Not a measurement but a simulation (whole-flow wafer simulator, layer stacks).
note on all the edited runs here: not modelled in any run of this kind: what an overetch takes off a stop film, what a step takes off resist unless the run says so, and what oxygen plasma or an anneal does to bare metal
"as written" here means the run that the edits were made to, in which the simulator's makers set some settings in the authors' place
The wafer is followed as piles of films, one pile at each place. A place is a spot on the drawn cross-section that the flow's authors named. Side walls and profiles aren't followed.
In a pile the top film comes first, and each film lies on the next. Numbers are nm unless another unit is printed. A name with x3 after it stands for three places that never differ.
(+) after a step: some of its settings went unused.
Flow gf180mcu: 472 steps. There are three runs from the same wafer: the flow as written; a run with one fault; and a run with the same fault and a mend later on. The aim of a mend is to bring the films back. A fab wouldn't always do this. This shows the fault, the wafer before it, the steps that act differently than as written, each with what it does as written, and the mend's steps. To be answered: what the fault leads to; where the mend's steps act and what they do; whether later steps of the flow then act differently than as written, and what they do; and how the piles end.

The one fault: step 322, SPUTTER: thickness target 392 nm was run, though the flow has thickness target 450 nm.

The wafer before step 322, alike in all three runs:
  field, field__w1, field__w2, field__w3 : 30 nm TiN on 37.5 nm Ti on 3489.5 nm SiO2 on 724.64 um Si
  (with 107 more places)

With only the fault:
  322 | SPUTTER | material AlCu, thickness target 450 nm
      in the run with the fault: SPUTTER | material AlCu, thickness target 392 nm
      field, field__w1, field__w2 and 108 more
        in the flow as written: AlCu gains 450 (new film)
        in the run with the fault: AlCu gains 392 (new film)
  Later steps of the flow acting differently than as written:
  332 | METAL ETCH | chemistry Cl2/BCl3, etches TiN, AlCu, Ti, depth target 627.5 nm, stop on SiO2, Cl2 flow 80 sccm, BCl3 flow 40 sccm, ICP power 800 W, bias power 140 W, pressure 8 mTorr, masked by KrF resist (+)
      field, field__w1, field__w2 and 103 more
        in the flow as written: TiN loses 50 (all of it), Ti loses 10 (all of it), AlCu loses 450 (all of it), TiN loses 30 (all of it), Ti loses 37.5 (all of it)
        in the run with the fault: TiN loses 50 (all of it), Ti loses 10 (all of it), AlCu loses 392 (all of it), TiN loses 30 (all of it), Ti loses 37.5 (all of it)
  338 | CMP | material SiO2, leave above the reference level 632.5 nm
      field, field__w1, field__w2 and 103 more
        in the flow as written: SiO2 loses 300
        in the run with the fault: SiO2 loses 358
  At field__w8, contact, m1, m1__w1, m1_nw, the piles at the end differ from the flow's by more than 2% or 0.5 nm, whichever is larger.
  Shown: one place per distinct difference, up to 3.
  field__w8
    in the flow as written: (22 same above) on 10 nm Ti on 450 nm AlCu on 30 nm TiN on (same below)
    in the run with the fault: (22 same above) on 10 nm Ti on 392 nm AlCu on 30 nm TiN on (same below)
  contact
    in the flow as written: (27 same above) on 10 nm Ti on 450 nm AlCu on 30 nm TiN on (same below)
    in the run with the fault: (27 same above) on 10 nm Ti on 392 nm AlCu on 30 nm TiN on (same below)

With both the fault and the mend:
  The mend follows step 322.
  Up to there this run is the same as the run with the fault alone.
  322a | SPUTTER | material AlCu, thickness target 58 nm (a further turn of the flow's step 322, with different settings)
      field, field__w1, field__w2 and 108 more
        AlCu gains 58
  Every later step of the flow that is run acts as written at every place that is followed.
  The piles end the same as the flow's at every place that both follow.
